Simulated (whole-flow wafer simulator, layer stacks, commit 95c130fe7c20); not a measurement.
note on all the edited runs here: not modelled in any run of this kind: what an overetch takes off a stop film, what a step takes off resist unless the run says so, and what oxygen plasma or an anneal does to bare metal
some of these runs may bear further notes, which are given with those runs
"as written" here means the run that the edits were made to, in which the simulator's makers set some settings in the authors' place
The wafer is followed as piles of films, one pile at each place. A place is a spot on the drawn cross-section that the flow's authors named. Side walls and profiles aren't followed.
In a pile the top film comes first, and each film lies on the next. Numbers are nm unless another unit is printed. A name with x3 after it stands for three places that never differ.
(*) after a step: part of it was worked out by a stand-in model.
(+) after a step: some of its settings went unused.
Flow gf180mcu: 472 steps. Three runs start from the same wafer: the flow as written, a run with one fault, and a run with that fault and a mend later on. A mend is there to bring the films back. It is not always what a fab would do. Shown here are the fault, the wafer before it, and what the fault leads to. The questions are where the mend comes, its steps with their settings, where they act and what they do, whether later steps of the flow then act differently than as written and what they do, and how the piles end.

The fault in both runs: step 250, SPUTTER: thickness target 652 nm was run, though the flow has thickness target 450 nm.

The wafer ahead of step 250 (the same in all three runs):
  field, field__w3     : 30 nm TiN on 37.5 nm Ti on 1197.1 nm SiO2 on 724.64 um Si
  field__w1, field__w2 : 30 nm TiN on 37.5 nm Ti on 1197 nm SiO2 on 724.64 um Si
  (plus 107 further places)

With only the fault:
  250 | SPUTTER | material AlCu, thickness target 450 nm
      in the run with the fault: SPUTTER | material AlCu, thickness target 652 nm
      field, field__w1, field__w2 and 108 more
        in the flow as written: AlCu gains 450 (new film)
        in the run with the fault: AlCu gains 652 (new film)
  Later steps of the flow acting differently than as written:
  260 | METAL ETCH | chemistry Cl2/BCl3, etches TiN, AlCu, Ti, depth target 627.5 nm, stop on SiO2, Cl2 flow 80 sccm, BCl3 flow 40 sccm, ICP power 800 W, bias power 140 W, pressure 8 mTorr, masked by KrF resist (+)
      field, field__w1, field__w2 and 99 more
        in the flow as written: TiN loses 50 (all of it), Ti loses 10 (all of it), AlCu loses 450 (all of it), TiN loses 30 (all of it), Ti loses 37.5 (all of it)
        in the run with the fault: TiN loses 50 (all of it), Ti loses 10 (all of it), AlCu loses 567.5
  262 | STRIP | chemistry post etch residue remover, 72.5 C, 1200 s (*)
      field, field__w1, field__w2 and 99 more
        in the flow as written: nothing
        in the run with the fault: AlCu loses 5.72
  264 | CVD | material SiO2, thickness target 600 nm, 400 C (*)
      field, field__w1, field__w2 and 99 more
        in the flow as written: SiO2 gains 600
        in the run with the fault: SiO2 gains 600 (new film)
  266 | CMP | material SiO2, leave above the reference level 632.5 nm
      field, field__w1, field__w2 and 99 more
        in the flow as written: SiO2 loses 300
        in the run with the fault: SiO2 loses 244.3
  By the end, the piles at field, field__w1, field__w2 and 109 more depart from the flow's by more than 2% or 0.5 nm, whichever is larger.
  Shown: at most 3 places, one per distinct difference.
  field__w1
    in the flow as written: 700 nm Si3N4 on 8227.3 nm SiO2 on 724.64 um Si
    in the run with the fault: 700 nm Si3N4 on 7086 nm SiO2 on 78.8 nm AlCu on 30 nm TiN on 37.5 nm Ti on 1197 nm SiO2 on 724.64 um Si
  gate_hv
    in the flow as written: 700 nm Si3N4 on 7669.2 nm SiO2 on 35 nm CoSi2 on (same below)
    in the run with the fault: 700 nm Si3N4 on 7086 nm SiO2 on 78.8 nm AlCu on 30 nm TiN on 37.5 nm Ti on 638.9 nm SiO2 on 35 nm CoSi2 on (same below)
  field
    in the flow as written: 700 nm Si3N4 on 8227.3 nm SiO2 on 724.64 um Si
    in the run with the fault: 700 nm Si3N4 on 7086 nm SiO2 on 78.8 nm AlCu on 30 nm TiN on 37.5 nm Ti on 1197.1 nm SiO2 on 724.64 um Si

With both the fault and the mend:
  The mend stands after step 250.
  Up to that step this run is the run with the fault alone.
  250a | METAL ETCH | chemistry Cl2/BCl3, etches TiN, AlCu, Ti, depth target 202 nm, Cl2 flow 80 sccm, BCl3 flow 40 sccm, ICP power 800 W, bias power 140 W, pressure 8 mTorr
      field, field__w1, field__w2 and 108 more
        AlCu loses 202
  None of the later steps of the flow acts differently than as written at any place that is followed.
  By the end, the piles equal the flow's at every place that both follow.
